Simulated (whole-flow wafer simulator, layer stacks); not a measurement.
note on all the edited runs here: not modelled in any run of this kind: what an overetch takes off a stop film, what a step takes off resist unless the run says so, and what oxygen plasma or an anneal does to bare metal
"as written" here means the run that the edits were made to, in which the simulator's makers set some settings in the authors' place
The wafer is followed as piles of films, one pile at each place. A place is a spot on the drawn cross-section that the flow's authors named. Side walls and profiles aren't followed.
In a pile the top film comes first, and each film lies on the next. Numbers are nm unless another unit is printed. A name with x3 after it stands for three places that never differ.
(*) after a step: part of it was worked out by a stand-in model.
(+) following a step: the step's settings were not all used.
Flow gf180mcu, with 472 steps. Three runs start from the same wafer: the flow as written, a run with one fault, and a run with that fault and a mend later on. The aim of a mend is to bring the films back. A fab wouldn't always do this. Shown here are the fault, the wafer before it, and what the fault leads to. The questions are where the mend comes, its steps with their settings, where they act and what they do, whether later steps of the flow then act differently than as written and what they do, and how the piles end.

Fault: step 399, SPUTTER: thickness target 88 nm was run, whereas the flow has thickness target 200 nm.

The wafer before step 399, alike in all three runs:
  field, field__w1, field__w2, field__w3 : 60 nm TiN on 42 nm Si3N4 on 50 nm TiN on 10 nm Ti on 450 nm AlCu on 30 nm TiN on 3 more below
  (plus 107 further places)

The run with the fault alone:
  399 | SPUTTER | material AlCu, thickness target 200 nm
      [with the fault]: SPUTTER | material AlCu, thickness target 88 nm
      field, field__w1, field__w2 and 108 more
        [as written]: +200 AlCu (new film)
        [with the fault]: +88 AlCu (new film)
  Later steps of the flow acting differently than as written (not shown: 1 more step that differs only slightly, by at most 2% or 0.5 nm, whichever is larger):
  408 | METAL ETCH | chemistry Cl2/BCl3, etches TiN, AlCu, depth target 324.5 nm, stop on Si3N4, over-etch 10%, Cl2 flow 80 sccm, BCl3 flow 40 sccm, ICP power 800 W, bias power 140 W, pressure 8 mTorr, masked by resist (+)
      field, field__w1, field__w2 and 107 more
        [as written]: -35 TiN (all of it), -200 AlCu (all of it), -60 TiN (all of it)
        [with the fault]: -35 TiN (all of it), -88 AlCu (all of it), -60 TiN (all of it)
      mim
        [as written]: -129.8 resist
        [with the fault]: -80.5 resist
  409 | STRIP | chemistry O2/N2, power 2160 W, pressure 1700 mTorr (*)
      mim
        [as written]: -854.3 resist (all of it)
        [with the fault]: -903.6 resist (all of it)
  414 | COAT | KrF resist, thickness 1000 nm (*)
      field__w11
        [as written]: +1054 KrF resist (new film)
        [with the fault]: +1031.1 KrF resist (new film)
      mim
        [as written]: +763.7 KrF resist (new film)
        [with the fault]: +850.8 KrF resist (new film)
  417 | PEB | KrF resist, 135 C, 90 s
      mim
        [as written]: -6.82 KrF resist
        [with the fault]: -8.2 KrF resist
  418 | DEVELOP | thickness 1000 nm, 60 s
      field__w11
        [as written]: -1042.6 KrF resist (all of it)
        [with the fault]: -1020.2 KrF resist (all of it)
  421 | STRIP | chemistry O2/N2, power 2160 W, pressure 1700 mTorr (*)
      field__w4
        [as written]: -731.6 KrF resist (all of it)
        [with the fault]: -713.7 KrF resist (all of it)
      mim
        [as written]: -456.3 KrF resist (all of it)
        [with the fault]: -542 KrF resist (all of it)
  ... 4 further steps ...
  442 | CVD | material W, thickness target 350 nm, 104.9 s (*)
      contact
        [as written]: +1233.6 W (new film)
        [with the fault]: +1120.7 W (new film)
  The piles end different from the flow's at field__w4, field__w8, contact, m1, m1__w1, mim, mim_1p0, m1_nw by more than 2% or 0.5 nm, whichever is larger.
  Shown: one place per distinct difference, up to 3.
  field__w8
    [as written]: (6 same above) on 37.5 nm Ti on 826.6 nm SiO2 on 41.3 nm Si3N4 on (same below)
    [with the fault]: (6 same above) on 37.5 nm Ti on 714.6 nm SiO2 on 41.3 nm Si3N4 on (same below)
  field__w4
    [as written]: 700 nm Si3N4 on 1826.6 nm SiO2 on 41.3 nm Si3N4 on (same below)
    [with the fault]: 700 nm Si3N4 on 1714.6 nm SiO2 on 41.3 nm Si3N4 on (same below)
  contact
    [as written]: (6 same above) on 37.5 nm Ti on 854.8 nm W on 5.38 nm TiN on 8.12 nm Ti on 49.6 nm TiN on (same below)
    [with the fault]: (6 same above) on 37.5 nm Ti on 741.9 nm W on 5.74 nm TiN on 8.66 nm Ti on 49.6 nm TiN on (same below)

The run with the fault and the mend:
  After step 399 comes the mend.
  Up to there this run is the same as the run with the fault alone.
  399a | SPUTTER | material AlCu, thickness target 112 nm (the flow's step 399, run once more with other settings)
      field, field__w1, field__w2 and 108 more
        +112 AlCu
  Every later step of the flow that is run acts as written at every place that is followed.
  By the end, the piles equal the flow's at every place that both follow.
